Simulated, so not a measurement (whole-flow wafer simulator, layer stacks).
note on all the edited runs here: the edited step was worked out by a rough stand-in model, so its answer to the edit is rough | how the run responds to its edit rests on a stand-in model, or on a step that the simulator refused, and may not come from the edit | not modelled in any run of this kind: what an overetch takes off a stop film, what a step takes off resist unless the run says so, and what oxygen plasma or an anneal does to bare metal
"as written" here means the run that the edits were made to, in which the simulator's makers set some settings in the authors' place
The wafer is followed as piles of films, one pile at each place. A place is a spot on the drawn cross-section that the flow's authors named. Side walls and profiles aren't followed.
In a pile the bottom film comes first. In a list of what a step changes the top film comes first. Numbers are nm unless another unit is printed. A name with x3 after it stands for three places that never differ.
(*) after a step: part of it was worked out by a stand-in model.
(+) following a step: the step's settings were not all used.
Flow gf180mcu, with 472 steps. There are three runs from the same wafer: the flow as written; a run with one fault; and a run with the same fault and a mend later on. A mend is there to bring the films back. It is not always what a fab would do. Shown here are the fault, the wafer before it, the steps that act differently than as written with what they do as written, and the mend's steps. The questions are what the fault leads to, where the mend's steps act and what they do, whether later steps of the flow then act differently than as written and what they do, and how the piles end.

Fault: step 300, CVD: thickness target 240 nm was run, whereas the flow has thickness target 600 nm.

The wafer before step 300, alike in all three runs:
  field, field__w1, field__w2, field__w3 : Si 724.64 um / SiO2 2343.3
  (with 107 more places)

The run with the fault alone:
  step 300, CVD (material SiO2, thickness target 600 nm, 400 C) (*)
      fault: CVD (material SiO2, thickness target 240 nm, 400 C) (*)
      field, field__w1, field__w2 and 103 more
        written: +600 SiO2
        fault: +240 SiO2
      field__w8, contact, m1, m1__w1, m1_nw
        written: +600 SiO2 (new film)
        fault: +240 SiO2 (new film)
  Later steps of the flow acting differently than as written (8 other steps are not shown; they differ only slightly, by no more than 2% or 0.5 nm, whichever is larger):
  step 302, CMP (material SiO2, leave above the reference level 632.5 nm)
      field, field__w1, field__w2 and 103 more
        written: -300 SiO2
        fault: nothing
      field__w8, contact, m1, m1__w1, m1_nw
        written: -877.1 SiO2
        fault: -517.1 SiO2
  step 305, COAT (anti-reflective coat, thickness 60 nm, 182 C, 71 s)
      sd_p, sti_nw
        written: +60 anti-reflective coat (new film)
        fault: +72.4 anti-reflective coat (new film)
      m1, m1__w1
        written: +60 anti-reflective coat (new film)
        fault: +33.6 anti-reflective coat (new film)
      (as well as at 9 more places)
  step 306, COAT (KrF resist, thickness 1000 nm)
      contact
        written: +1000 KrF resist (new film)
        fault: +978.6 KrF resist (new film)
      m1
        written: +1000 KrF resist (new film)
        fault: +976.4 KrF resist (new film)
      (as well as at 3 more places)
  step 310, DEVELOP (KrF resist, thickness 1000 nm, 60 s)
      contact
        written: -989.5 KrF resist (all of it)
        fault: -968.2 KrF resist (all of it)
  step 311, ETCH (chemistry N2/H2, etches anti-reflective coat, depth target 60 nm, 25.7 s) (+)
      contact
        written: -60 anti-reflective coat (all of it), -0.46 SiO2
        fault: -30.9 anti-reflective coat (all of it), -1.21 SiO2
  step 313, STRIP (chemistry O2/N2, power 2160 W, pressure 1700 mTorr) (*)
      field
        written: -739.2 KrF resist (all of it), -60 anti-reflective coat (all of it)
        fault: -727.9 KrF resist (all of it), -84 anti-reflective coat (all of it)
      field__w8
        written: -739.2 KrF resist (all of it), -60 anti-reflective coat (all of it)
        fault: -732.7 KrF resist (all of it), -27.9 anti-reflective coat (all of it)
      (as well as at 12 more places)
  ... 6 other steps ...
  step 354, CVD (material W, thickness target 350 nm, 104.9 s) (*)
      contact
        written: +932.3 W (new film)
        fault: +990.4 W (new film)
  By the end, the piles at contact depart from the flow's by more than 2% or 0.5 nm, whichever is larger.
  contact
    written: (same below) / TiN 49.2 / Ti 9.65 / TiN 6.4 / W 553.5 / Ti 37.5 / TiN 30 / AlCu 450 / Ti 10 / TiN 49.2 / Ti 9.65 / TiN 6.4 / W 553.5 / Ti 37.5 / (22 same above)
    fault: (same below) / TiN 49.2 / Ti 10 / TiN 6.64 / W 492.9 / Ti 37.5 / TiN 30 / AlCu 450 / Ti 10 / TiN 49.2 / Ti 9.33 / TiN 6.42 / W 611.6 / Ti 37.5 / (22 same above)

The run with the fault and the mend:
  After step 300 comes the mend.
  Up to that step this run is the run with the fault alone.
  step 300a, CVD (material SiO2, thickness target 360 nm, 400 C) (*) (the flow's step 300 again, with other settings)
      field, field__w1, field__w2 and 108 more
        +360 SiO2
  Every later step of the flow that is run acts as written at every place that is followed.
  By the end, the piles equal the flow's at every place that both follow.
